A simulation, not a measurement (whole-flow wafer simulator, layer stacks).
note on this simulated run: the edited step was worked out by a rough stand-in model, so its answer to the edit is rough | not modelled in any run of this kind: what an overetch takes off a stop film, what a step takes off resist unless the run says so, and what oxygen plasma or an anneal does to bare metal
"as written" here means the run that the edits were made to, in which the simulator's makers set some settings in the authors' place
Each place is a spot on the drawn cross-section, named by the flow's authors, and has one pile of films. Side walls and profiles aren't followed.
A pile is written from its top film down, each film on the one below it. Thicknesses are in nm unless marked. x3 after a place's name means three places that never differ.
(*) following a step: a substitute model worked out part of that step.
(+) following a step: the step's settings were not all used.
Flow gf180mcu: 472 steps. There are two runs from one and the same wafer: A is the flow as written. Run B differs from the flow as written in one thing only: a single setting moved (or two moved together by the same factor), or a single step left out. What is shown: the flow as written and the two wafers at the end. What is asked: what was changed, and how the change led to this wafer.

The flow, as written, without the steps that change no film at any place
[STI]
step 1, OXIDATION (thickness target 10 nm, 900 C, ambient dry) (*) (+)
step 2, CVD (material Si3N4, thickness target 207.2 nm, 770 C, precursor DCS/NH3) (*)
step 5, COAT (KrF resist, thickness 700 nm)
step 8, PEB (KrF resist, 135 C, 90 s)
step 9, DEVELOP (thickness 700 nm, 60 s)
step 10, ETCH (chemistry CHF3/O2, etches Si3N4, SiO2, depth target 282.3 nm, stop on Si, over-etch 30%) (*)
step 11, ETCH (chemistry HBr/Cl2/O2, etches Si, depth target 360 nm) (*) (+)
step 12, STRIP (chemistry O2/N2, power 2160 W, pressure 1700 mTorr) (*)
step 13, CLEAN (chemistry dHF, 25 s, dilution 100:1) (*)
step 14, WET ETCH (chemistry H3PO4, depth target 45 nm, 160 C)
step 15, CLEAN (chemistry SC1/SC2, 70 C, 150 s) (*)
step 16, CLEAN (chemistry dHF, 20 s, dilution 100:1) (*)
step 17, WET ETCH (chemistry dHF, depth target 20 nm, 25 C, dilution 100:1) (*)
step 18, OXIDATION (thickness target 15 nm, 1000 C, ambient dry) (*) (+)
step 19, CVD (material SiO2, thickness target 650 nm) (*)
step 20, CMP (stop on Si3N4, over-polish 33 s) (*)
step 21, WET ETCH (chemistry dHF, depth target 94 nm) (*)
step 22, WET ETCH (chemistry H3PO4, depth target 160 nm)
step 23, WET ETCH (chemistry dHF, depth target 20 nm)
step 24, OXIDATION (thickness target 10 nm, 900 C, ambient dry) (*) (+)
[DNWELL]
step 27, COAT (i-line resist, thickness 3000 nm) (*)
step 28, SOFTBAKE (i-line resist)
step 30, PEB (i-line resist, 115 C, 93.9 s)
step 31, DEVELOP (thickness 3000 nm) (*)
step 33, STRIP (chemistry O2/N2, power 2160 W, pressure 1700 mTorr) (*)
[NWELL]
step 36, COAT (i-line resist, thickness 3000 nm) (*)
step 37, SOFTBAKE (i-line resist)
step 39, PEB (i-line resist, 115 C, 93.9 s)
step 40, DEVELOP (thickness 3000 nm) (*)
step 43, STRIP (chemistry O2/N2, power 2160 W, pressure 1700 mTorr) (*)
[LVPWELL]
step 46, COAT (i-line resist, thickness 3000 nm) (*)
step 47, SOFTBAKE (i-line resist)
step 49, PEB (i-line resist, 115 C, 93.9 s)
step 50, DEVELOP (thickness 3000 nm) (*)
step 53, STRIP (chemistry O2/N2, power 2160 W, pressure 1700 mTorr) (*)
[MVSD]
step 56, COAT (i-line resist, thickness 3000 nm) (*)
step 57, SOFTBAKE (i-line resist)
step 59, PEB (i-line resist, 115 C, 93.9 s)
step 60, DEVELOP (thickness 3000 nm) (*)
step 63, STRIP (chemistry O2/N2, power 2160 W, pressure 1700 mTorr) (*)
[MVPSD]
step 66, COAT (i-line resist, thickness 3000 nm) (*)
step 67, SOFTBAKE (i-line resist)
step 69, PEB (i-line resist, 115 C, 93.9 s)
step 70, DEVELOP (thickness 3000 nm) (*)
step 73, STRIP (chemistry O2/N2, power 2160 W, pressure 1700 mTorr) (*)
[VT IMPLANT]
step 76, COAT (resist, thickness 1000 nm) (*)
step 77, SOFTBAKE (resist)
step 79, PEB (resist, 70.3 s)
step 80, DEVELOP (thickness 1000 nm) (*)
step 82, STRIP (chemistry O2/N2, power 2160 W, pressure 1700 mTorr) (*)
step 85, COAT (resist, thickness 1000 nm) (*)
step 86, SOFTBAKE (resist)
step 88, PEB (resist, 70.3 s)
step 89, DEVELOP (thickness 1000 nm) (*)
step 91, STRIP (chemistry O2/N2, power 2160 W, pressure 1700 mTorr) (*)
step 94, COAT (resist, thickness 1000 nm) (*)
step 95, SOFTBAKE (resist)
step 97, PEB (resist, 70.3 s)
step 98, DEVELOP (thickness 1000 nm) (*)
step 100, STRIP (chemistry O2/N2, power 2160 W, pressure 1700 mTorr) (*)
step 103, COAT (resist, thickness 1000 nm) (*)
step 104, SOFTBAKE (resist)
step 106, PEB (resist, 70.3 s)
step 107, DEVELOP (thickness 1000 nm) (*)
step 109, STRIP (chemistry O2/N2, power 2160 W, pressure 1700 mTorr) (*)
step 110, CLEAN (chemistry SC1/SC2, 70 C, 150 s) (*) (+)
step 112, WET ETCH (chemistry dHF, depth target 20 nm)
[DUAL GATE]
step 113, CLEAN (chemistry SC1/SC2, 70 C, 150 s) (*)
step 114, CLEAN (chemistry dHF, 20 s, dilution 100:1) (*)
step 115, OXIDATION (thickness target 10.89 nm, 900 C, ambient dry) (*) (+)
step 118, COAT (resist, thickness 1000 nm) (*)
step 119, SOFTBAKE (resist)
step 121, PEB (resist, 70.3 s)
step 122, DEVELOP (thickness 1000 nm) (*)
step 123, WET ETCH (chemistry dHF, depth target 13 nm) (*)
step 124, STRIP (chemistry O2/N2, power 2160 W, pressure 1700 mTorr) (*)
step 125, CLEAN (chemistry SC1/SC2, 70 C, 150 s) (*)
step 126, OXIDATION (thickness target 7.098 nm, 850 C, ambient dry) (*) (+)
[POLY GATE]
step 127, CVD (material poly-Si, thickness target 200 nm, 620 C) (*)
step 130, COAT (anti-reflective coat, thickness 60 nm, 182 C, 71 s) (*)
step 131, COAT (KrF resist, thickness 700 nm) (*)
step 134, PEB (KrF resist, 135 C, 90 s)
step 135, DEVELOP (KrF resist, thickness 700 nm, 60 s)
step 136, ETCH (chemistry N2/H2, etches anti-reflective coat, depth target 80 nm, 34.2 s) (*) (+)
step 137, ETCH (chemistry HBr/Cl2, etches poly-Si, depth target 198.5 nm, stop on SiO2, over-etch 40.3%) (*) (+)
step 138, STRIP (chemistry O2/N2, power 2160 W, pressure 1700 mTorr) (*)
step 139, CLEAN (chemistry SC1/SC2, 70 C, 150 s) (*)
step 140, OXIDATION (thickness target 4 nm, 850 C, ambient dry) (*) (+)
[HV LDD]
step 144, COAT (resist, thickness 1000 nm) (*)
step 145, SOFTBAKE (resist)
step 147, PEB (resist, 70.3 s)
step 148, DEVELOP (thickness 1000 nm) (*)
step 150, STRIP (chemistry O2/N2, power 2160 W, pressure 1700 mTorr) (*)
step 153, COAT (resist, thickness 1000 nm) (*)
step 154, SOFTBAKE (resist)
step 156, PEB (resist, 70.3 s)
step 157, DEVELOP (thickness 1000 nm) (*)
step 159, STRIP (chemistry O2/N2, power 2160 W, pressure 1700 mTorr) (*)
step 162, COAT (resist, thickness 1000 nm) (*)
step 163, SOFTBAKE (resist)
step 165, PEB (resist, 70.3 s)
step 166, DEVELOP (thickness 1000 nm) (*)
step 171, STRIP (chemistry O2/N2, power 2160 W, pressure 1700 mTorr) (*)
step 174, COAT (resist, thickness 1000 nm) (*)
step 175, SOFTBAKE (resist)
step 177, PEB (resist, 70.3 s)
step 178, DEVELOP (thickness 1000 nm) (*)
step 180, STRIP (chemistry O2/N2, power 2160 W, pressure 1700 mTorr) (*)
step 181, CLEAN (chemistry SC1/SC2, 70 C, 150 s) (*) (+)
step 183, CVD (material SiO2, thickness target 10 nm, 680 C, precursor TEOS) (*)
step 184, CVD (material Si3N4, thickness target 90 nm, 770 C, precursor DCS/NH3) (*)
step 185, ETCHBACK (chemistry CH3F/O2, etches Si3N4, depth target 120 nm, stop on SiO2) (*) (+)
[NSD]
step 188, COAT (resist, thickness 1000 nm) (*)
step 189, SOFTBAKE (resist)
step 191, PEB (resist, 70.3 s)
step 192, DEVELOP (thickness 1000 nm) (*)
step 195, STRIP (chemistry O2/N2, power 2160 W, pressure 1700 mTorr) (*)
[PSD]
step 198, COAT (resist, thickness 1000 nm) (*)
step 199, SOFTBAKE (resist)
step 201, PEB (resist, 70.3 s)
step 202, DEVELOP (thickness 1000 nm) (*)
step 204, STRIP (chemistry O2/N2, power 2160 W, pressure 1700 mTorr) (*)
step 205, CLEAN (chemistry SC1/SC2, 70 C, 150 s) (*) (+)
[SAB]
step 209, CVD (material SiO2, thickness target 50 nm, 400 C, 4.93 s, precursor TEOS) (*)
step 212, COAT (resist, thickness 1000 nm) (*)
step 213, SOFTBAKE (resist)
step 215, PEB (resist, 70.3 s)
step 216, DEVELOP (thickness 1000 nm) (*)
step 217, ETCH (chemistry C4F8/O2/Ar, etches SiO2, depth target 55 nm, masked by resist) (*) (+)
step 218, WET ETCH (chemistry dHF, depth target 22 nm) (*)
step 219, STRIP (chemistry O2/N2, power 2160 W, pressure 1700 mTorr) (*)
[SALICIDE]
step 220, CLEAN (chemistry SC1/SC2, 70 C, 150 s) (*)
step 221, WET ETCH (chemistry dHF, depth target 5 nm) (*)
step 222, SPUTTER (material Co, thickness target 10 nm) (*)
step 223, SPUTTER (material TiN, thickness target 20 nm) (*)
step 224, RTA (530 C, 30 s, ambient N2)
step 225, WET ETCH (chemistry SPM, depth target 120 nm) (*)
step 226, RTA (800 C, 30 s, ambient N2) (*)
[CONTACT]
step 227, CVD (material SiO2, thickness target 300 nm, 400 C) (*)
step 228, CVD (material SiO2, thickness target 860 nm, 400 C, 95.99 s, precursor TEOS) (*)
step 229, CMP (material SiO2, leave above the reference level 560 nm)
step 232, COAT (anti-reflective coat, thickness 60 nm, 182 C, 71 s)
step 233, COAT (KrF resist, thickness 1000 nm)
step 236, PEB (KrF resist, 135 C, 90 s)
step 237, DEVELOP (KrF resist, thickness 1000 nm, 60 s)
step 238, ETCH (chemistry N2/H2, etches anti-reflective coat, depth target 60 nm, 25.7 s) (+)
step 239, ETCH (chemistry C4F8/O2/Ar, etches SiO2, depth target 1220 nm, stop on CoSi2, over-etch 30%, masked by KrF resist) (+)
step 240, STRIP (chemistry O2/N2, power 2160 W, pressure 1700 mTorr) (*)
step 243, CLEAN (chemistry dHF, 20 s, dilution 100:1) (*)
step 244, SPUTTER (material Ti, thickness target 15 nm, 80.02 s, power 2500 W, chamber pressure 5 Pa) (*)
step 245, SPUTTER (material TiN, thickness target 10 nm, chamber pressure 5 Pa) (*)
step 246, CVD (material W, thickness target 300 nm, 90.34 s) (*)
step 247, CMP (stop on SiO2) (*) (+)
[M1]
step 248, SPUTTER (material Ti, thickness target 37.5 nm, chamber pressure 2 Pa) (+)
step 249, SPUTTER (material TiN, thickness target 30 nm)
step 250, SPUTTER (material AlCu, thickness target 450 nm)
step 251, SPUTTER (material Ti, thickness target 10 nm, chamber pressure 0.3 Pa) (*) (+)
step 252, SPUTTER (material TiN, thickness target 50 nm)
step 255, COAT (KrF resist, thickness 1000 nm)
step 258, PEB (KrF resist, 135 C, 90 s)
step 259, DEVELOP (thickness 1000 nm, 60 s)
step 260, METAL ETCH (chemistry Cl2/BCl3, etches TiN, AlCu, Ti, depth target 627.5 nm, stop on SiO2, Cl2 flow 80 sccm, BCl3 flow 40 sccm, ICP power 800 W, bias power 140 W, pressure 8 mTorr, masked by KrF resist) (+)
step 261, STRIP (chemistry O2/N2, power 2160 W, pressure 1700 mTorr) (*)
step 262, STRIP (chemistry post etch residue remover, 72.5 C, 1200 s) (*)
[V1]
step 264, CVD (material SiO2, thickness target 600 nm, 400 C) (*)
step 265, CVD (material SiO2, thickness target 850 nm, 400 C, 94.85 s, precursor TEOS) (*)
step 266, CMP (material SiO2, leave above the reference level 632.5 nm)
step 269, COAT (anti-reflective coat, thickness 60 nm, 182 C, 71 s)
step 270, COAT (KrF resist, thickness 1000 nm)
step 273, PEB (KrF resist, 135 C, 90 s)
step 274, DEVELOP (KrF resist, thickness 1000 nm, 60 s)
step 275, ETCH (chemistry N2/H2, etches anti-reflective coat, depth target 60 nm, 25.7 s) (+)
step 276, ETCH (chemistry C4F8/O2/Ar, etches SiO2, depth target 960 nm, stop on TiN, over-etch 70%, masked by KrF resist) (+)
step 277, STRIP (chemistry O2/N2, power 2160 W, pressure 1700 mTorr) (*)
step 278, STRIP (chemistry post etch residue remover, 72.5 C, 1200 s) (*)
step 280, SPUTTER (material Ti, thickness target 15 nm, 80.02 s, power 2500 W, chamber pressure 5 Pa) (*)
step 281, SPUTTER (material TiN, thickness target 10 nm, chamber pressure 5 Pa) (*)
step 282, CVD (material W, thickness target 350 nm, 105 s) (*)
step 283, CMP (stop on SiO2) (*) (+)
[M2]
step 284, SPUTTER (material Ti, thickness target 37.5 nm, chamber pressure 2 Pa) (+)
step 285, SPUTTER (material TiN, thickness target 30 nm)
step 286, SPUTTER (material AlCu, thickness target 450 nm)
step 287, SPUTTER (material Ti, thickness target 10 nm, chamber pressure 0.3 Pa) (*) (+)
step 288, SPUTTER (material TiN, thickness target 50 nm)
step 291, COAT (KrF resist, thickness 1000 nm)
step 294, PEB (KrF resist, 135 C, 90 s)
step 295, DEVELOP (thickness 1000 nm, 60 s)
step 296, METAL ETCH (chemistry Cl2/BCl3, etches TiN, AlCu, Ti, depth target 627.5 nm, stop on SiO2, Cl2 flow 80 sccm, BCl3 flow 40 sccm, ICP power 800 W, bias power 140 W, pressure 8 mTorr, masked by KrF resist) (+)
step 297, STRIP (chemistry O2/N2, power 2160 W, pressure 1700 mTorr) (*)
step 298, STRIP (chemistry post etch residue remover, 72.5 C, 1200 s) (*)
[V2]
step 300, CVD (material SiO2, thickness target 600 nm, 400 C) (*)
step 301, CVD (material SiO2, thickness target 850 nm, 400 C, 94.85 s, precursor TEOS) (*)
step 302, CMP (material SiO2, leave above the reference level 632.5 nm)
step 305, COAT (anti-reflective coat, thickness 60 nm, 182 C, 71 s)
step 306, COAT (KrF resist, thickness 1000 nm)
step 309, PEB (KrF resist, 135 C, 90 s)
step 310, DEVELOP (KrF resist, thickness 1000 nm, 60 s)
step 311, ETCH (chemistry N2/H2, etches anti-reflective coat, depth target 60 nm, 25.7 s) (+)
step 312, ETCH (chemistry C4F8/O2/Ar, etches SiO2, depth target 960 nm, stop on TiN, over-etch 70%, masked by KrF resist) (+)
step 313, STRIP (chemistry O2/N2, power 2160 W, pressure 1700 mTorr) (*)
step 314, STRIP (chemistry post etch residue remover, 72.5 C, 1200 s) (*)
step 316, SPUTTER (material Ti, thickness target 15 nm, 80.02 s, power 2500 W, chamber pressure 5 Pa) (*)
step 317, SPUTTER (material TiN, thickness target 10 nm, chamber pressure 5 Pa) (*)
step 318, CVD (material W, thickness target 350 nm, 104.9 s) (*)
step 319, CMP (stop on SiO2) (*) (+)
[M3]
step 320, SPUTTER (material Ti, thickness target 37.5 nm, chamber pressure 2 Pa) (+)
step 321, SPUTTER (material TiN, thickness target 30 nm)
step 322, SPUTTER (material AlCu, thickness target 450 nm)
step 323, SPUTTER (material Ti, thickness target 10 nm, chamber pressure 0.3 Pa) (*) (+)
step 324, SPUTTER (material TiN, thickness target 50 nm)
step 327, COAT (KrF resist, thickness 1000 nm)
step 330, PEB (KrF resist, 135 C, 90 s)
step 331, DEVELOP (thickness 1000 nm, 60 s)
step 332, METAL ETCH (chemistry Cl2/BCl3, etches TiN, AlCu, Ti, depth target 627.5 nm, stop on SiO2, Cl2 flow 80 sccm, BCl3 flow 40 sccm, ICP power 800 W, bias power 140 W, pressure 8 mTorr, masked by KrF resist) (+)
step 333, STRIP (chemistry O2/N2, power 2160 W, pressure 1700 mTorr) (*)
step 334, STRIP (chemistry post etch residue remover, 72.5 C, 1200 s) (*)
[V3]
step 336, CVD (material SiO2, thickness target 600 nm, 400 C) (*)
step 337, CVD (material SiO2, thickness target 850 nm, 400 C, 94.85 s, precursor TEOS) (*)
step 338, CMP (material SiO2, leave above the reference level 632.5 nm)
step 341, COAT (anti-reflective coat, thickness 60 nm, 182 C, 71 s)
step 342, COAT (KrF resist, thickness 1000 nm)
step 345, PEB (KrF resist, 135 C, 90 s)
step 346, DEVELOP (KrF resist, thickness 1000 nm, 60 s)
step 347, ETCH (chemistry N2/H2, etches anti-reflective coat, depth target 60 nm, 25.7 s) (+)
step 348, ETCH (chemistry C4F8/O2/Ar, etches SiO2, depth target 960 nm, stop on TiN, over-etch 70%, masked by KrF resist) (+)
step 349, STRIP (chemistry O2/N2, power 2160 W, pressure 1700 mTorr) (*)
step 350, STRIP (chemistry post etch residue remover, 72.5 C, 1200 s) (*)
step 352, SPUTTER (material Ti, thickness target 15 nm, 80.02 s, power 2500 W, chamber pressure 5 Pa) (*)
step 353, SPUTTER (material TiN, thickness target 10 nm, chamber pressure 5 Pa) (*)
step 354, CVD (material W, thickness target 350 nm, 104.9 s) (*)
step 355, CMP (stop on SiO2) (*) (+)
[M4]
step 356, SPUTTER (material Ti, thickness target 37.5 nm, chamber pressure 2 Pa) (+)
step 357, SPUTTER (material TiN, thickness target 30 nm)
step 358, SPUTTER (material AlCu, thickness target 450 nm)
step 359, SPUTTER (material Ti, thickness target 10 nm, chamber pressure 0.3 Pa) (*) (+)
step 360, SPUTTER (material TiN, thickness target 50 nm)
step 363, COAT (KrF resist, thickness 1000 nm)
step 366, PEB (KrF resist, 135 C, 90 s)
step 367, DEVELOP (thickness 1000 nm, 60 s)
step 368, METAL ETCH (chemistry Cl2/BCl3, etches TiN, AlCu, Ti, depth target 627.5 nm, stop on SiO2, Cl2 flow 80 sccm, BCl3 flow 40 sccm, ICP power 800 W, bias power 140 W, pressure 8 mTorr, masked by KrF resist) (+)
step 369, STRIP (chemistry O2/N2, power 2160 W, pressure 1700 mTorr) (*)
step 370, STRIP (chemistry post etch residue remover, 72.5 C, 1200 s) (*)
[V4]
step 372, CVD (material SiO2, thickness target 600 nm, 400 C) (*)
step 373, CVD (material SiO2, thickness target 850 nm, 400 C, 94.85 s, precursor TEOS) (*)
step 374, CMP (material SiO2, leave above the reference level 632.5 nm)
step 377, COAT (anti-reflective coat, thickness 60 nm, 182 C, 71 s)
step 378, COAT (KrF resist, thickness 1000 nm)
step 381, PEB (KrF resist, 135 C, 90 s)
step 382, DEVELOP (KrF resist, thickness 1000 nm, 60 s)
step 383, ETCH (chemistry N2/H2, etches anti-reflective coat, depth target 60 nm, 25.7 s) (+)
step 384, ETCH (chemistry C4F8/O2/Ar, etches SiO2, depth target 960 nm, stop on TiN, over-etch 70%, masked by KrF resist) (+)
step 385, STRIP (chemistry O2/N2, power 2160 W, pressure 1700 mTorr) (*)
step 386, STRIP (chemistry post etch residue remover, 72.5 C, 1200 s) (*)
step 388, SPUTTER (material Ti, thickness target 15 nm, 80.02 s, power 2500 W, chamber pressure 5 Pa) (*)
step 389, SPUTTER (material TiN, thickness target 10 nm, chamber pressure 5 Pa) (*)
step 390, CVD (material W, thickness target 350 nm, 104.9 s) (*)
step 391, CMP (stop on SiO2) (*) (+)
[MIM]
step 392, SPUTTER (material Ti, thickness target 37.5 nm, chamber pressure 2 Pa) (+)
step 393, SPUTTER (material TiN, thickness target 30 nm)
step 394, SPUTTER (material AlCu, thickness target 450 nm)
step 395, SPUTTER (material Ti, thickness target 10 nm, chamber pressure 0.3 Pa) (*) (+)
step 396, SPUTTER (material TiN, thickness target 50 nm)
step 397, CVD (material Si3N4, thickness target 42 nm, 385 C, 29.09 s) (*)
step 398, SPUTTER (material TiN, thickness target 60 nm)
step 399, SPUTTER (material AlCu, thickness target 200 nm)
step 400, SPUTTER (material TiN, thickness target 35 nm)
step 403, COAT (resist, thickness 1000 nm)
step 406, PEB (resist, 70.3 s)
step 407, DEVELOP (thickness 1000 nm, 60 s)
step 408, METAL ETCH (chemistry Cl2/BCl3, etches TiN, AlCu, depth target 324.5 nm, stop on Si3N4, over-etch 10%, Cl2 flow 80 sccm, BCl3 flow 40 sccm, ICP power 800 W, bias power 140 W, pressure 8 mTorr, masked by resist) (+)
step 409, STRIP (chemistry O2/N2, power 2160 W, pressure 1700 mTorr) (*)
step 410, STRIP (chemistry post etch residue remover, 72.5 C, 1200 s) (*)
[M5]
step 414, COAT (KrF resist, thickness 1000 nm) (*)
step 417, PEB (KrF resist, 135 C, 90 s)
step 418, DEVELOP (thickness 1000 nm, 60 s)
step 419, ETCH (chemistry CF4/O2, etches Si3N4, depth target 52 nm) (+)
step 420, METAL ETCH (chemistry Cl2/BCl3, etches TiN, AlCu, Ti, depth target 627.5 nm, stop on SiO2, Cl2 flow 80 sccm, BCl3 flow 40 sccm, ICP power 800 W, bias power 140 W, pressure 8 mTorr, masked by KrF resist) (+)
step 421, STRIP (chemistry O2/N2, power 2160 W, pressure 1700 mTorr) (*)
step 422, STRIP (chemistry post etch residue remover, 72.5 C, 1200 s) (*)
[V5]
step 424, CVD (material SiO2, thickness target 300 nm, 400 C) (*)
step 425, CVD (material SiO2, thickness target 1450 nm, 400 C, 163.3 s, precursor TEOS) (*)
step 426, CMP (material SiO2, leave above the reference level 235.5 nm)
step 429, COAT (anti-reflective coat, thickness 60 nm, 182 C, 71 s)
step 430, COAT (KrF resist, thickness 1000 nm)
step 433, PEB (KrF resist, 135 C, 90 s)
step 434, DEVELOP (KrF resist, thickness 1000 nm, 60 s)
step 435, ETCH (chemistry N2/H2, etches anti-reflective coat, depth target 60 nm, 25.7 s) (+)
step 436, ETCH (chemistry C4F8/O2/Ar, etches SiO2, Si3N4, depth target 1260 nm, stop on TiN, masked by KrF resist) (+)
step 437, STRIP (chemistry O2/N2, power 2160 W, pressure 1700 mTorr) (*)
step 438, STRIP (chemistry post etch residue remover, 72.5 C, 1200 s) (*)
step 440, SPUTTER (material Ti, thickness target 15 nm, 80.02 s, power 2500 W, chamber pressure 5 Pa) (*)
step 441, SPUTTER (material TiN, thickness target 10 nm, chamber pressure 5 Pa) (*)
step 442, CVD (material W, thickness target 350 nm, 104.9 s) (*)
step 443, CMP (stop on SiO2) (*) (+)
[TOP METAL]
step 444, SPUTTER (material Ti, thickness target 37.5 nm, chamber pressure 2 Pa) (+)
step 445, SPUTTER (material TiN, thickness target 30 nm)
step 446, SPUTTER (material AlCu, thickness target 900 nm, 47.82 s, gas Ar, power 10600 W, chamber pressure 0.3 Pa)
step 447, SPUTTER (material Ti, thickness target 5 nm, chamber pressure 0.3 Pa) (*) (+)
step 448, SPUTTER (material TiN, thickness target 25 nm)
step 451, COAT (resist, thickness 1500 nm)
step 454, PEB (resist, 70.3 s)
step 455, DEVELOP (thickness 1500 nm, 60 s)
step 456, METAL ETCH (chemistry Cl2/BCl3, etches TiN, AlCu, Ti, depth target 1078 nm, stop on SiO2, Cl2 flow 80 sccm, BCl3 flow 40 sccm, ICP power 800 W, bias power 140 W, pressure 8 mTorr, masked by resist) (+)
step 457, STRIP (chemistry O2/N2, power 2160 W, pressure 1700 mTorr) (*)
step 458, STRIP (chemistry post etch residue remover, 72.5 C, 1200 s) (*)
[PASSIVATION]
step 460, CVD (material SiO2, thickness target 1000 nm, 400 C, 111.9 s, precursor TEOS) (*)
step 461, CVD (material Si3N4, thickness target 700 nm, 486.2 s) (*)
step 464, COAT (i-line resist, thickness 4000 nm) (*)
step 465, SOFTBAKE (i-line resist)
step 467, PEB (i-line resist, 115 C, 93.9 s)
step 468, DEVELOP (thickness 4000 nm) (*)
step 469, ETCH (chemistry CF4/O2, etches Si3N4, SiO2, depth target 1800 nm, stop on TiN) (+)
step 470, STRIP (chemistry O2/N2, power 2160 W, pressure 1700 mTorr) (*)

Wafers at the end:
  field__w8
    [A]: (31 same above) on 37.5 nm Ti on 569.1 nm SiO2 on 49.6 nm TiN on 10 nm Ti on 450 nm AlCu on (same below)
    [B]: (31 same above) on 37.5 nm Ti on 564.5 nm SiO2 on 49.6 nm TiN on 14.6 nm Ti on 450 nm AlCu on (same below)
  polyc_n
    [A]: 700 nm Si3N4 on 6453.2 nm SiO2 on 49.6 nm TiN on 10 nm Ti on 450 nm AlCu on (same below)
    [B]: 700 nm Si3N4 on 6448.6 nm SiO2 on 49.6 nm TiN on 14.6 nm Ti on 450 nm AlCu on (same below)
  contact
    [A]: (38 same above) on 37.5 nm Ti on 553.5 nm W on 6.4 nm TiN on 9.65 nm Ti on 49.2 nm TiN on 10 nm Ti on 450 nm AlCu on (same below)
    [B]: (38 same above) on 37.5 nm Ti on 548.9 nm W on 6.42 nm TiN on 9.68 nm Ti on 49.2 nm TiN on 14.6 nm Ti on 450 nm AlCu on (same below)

Cause: step 251, SPUTTER: thickness target 14.6 nm was run, though the flow has thickness target 10 nm.
The wafer lets one read it off: field__w8 has Ti 14.6, and step 251 as written asks for 10 nm.

Step by step, how the change led to this:
  step 251, SPUTTER (material Ti, thickness target 10 nm, chamber pressure 0.3 Pa) (*) (+)
      field, field__w1, field__w2 and 108 more: A +10 Ti (new film) | B +14.6 Ti (new film)
  step 260, METAL ETCH (chemistry Cl2/BCl3, etches TiN, AlCu, Ti, depth target 627.5 nm, stop on SiO2, Cl2 flow 80 sccm, BCl3 flow 40 sccm, ICP power 800 W, bias power 140 W, pressure 8 mTorr, masked by KrF resist) (+)
      field, field__w1, field__w2 and 99 more: A -50 TiN (all of it), -10 Ti (all of it), -450 AlCu (all of it), -30 TiN (all of it), -37.5 Ti (all of it) | B -50 TiN (all of it), -14.6 Ti (all of it), -450 AlCu (all of it), -30 TiN (all of it), -37.5 Ti (all of it)
